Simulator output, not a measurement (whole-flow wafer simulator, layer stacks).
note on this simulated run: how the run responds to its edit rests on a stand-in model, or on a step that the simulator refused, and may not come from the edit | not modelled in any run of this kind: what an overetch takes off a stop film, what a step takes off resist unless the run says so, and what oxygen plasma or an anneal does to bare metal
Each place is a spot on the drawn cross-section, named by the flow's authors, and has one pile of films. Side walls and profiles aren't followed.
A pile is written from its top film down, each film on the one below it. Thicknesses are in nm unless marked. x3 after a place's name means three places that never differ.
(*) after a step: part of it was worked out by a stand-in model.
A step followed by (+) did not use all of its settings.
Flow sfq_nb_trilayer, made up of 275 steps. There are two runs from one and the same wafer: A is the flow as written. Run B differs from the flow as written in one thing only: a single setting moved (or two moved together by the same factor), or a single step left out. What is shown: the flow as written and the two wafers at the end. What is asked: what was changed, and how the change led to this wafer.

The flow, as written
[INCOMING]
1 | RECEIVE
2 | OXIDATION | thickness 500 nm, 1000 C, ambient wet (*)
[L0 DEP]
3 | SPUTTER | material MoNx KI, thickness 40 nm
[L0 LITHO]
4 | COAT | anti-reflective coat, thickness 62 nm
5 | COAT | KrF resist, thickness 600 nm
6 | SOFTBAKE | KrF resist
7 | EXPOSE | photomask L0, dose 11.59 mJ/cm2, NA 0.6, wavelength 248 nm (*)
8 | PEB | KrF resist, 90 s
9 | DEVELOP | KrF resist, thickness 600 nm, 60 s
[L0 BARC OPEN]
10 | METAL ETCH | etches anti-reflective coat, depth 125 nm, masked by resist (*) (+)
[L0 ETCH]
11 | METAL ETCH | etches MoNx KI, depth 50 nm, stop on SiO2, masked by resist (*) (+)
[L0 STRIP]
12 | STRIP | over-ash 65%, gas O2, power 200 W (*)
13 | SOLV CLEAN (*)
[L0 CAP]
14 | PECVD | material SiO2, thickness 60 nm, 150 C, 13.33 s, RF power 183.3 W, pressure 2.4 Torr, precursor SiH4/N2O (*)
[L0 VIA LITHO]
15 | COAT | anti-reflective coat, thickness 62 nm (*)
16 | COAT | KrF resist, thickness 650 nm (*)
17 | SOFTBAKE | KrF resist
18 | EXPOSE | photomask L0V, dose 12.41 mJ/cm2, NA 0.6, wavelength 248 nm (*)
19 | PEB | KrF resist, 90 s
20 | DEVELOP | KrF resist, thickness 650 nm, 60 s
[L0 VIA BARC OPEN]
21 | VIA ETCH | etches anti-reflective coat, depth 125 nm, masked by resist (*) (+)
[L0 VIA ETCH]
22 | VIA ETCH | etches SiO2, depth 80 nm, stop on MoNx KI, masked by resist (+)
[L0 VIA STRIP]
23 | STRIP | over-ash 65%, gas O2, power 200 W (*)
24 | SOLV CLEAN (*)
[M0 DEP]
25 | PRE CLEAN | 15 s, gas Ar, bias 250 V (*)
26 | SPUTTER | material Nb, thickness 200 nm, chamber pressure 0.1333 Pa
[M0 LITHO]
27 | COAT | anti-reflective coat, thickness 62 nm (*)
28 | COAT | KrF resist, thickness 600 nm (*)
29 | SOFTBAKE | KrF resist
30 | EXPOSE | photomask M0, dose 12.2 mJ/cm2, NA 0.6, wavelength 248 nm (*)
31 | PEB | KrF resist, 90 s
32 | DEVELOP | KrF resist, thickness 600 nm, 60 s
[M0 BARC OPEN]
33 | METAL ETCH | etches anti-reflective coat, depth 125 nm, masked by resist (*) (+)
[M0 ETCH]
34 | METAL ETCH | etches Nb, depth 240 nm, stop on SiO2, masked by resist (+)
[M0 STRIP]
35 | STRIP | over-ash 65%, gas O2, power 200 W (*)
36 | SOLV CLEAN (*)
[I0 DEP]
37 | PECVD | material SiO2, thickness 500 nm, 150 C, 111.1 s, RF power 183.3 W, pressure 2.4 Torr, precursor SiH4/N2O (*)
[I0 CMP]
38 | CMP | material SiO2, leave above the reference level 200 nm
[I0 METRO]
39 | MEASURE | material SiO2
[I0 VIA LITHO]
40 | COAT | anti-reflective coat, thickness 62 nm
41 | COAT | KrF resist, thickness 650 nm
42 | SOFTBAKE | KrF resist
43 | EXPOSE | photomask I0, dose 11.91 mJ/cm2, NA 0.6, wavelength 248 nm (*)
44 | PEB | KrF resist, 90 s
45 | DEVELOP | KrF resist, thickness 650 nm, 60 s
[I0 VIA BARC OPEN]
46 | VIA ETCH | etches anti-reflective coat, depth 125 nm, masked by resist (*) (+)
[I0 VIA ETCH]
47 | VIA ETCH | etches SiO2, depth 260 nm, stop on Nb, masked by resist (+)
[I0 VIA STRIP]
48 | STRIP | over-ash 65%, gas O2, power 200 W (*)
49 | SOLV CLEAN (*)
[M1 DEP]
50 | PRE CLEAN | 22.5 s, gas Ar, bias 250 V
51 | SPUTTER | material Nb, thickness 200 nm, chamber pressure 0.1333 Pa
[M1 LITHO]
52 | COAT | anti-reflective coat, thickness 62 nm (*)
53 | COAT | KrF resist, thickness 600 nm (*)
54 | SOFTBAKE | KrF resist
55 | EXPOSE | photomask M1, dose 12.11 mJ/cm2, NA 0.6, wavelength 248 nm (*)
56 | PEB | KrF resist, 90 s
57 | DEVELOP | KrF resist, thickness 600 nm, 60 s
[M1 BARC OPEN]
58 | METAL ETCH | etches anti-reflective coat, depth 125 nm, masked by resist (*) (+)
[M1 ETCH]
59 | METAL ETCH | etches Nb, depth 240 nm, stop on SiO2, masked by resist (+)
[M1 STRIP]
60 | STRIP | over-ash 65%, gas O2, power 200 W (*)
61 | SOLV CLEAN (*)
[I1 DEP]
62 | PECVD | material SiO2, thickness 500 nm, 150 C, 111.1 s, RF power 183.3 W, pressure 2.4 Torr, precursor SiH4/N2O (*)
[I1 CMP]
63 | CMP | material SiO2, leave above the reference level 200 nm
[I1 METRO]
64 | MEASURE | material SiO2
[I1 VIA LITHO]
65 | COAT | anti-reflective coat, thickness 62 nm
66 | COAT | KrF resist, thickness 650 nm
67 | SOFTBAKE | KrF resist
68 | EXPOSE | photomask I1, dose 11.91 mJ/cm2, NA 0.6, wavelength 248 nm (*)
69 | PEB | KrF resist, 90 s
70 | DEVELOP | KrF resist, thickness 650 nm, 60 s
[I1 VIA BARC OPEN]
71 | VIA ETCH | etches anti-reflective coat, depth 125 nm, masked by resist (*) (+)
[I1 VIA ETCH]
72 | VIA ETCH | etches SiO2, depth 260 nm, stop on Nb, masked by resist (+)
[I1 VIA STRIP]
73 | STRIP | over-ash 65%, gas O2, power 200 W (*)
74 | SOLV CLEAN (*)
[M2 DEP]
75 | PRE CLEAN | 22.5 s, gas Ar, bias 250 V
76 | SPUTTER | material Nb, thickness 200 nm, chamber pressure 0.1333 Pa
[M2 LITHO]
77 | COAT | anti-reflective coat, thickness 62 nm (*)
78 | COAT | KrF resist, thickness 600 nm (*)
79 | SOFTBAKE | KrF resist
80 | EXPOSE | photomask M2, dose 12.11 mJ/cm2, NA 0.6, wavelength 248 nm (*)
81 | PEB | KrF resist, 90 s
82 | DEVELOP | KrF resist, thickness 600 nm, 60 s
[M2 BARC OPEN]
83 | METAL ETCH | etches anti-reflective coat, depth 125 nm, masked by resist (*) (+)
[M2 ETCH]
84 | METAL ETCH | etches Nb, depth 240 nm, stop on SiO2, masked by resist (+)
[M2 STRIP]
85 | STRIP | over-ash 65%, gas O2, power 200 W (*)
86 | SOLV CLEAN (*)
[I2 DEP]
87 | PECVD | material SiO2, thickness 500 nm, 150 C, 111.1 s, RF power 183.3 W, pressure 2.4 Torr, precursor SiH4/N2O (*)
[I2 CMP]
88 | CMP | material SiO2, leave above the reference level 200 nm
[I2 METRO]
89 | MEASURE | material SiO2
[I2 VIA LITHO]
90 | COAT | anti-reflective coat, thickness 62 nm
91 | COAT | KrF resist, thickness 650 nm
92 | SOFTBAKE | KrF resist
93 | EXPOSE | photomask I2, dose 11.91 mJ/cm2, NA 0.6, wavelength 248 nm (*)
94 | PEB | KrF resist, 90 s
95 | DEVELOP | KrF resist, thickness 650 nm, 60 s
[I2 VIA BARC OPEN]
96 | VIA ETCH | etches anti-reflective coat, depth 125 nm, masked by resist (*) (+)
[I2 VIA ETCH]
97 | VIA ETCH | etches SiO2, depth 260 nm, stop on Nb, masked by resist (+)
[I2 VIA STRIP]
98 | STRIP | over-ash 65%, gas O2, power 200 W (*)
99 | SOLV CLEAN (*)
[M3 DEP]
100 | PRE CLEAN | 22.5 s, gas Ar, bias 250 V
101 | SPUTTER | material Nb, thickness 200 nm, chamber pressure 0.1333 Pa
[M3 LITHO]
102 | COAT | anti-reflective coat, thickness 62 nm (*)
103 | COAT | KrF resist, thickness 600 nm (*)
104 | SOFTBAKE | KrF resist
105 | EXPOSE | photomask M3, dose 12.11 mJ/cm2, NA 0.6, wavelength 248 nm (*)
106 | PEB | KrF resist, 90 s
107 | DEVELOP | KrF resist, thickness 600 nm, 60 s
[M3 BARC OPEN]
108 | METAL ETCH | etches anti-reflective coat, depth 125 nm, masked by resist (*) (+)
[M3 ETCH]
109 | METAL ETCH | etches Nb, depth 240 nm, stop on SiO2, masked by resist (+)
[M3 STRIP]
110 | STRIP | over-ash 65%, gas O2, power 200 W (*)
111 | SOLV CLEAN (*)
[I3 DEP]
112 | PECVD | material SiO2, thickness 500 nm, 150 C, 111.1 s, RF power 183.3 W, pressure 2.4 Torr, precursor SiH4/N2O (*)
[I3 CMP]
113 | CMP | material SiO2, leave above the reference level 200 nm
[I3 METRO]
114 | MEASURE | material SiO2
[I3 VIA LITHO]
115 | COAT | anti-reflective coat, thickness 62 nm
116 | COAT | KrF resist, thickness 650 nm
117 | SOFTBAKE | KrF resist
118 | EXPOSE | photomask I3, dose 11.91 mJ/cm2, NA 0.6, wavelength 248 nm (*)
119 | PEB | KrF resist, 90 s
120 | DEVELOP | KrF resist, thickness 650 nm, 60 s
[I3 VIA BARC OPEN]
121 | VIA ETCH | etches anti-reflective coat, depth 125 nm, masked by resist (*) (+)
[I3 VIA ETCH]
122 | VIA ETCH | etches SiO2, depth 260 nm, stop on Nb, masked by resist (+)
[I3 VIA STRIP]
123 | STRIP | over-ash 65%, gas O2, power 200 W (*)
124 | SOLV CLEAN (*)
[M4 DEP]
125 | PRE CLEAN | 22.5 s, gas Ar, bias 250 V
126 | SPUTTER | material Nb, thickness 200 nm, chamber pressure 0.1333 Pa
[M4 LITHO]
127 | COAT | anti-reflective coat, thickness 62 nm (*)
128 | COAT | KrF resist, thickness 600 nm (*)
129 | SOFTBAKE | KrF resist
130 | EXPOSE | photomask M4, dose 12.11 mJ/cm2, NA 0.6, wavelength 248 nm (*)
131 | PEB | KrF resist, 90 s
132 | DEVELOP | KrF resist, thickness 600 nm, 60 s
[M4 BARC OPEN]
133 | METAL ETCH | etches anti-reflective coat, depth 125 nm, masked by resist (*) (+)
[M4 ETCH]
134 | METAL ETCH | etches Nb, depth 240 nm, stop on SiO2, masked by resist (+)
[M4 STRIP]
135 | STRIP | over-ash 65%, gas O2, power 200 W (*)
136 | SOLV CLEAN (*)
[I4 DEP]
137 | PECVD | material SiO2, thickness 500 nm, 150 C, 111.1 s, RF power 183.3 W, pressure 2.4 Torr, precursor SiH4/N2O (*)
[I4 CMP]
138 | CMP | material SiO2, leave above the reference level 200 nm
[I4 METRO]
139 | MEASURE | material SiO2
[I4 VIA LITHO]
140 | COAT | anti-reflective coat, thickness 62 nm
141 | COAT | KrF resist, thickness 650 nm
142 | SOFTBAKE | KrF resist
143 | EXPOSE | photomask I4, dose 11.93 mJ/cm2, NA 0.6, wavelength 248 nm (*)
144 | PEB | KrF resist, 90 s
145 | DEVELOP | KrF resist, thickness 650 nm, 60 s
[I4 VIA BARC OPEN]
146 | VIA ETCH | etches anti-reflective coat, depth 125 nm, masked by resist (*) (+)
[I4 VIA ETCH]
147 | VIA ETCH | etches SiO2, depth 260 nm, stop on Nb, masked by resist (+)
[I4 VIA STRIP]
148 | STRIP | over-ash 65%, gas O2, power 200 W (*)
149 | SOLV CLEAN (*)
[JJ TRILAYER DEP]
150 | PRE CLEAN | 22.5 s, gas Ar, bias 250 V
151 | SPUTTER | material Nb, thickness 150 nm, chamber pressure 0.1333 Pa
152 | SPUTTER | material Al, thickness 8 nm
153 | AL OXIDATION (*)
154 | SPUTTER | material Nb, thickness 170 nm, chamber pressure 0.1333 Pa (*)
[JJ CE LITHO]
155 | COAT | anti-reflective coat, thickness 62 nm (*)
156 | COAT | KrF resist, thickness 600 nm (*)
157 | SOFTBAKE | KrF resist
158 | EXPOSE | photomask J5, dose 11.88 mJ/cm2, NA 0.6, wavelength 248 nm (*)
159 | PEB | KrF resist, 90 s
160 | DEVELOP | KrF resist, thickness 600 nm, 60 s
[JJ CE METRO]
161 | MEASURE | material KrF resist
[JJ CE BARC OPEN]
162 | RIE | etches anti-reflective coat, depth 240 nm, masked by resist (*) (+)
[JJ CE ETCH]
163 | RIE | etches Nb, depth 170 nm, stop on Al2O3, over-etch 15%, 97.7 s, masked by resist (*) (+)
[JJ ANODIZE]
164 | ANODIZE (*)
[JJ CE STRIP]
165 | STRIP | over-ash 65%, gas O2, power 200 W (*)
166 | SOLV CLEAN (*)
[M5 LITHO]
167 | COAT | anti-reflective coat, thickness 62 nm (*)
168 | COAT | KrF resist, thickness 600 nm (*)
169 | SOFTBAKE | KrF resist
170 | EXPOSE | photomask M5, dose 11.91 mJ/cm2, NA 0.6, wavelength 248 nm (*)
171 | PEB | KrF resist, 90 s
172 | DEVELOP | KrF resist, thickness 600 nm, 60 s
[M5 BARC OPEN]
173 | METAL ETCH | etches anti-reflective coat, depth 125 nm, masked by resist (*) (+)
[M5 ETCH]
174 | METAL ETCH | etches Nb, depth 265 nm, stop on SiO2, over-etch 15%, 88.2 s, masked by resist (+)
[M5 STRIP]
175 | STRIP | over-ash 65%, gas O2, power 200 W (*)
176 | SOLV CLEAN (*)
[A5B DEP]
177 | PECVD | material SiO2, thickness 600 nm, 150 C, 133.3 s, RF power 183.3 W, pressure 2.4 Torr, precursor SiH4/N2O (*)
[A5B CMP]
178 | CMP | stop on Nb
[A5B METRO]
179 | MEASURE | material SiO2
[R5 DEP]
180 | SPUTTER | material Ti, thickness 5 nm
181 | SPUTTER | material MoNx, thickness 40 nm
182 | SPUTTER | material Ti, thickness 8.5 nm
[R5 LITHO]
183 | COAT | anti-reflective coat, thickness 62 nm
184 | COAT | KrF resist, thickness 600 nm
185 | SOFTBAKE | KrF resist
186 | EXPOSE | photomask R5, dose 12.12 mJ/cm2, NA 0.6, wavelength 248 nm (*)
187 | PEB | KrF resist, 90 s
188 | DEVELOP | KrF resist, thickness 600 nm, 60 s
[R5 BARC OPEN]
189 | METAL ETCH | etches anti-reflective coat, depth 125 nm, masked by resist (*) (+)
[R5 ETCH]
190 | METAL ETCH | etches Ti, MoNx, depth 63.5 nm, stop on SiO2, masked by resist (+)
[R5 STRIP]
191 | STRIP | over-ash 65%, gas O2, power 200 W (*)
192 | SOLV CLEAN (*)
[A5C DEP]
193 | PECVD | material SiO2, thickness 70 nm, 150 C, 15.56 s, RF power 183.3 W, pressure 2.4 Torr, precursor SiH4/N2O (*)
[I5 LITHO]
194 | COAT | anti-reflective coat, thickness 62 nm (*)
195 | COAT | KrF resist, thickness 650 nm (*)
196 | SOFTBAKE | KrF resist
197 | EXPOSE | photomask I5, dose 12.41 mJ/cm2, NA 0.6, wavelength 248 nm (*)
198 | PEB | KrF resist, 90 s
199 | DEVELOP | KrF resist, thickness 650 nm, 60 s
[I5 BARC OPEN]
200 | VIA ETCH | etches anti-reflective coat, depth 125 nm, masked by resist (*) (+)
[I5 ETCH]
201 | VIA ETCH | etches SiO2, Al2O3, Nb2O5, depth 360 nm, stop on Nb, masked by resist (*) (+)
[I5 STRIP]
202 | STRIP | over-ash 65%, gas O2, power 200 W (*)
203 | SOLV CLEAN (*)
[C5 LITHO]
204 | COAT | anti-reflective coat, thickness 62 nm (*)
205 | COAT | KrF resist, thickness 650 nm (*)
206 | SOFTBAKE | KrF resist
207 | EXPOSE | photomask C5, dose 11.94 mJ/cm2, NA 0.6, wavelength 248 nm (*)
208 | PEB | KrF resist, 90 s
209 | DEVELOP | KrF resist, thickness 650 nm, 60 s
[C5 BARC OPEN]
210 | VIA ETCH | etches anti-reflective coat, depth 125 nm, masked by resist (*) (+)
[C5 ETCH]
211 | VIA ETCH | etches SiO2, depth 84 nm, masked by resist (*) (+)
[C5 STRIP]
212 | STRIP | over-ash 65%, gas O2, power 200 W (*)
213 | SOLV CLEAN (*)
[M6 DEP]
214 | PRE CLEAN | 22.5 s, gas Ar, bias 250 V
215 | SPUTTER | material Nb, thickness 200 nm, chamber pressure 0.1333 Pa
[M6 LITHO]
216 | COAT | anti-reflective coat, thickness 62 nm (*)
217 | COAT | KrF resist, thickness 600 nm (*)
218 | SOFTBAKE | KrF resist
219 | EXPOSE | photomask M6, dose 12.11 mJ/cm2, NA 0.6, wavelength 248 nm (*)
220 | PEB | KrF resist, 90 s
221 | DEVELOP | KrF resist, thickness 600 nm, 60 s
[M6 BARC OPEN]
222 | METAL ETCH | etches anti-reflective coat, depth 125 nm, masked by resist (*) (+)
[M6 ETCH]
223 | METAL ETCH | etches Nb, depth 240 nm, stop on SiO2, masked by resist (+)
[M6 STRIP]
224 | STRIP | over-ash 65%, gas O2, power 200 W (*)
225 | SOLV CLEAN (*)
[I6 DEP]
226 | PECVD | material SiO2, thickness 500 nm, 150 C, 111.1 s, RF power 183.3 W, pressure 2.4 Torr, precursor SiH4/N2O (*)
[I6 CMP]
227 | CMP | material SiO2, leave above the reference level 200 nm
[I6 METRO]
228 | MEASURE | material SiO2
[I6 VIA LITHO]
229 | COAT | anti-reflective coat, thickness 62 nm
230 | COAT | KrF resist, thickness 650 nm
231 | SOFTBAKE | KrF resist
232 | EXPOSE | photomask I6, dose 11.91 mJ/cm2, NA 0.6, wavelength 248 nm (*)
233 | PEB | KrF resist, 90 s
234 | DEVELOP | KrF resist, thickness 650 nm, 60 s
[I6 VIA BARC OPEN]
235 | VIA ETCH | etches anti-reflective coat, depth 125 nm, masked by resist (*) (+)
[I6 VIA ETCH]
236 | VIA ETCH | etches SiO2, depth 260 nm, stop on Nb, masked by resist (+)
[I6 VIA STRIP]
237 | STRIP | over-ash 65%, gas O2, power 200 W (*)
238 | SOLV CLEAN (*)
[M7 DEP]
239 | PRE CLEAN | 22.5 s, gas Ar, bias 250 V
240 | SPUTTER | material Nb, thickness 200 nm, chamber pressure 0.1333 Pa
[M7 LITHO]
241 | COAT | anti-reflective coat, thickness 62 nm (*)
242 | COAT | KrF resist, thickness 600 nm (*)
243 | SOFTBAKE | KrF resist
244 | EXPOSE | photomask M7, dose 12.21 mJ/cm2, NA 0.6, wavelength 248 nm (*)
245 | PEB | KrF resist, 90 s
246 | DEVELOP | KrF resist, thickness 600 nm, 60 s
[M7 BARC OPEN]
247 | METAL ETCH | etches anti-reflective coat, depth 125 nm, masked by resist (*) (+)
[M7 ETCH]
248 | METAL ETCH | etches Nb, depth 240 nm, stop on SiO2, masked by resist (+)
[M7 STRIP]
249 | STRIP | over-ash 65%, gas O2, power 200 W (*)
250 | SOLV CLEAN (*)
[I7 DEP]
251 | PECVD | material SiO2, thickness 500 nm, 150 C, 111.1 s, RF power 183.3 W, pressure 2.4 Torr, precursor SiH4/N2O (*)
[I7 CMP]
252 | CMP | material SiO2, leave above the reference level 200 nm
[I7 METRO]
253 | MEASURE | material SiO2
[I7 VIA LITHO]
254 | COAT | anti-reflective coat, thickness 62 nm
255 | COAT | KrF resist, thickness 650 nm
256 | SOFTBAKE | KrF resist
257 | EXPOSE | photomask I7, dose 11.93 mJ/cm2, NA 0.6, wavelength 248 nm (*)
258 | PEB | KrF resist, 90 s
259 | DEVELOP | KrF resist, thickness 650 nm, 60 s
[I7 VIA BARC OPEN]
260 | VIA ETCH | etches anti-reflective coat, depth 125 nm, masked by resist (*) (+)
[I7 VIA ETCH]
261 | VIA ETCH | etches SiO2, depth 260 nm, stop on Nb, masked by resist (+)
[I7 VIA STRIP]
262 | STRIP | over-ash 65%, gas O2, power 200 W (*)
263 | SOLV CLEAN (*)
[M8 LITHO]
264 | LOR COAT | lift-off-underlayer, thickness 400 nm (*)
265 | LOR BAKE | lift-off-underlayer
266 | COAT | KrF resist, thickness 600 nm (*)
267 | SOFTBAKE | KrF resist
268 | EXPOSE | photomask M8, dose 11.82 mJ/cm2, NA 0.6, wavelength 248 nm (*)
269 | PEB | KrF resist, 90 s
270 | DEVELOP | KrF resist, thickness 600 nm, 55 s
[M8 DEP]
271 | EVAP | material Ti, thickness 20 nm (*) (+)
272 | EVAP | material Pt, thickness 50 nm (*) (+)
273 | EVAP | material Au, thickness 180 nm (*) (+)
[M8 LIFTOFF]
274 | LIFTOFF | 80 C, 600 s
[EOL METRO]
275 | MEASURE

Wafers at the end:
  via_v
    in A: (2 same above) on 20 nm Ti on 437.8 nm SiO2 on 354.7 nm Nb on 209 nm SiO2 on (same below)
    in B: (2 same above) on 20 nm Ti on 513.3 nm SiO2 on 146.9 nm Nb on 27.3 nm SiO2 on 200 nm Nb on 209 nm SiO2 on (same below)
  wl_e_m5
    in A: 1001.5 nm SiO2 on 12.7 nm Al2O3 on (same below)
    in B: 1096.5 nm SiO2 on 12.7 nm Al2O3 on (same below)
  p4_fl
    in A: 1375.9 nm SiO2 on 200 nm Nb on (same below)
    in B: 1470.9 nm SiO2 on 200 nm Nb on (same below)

The reason: step 227, CMP: leave above the reference level 295 nm was run, whereas the flow has leave above the reference level 200 nm.

How this came from the change, step by step:
  227 | CMP | material SiO2, leave above the reference level 200 nm
      moat, field_r, lsp_l, ln_m5, lsp_m: A -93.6 SiO2 | B nothing
      lsp_r, l0_sur, l0v: A -91.9 SiO2 | B nothing
      (as well as at 98 more places)
  236 | VIA ETCH | etches SiO2, depth 260 nm, stop on Nb, masked by resist (+)
      via_v: A -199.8 SiO2 (all of it) | B -260 SiO2
  239 | PRE CLEAN | 22.5 s, gas Ar, bias 250 V
      via_v: A -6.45 Nb | B -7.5 SiO2
  240 | SPUTTER | material Nb, thickness 200 nm, chamber pressure 0.1333 Pa
      via_v: A +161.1 Nb | B +146.9 Nb (new film)
  241 | COAT | anti-reflective coat, thickness 62 nm (*)
      via_sp: A +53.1 anti-reflective coat (new film) | B +50 anti-reflective coat (new film)
      via_v: A +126 anti-reflective coat (new film) | B +129.4 anti-reflective coat (new film)
      (as well as at 1 more place)
  242 | COAT | KrF resist, thickness 600 nm (*)
      via_v: A +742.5 KrF resist (new film) | B +801.5 KrF resist (new film)
  249 | STRIP | over-ash 65%, gas O2, power 200 W (*)
      via_sp: A -373.6 KrF resist (all of it), -53.1 anti-reflective coat (all of it) | B -369.5 KrF resist (all of it), -50 anti-reflective coat (all of it)
      via_v: A -524.5 KrF resist (all of it), -126 anti-reflective coat (all of it) | B -583.4 KrF resist (all of it), -129.4 anti-reflective coat (all of it)
      (as well as at 1 more place)
  251 | PECVD | material SiO2, thickness 500 nm, 150 C, 111.1 s, RF power 183.3 W, pressure 2.4 Torr, precursor SiH4/N2O (*)
      via_v: A +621 SiO2 (new film) | B +670.3 SiO2 (new film)
  252 | CMP | material SiO2, leave above the reference level 200 nm
      l0_sur, l0v: A -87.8 SiO2 | B -84.8 SiO2
      via_v: A -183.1 SiO2 | B -157.1 SiO2
If metal films that touch count as one body, via_v has 7 bodies (between them, from the top down: SiO2 513.3; SiO2 27.3; SiO2 209 / Al2O3 12.7 / Nb2O5 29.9; SiO2 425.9; SiO2 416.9; SiO2 192.5); the flow as written gives 6 bodies (between them, from the top down: SiO2 437.8; SiO2 209 / Al2O3 12.7 / Nb2O5 29.9; SiO2 425.9; SiO2 416.9; SiO2 192.5).
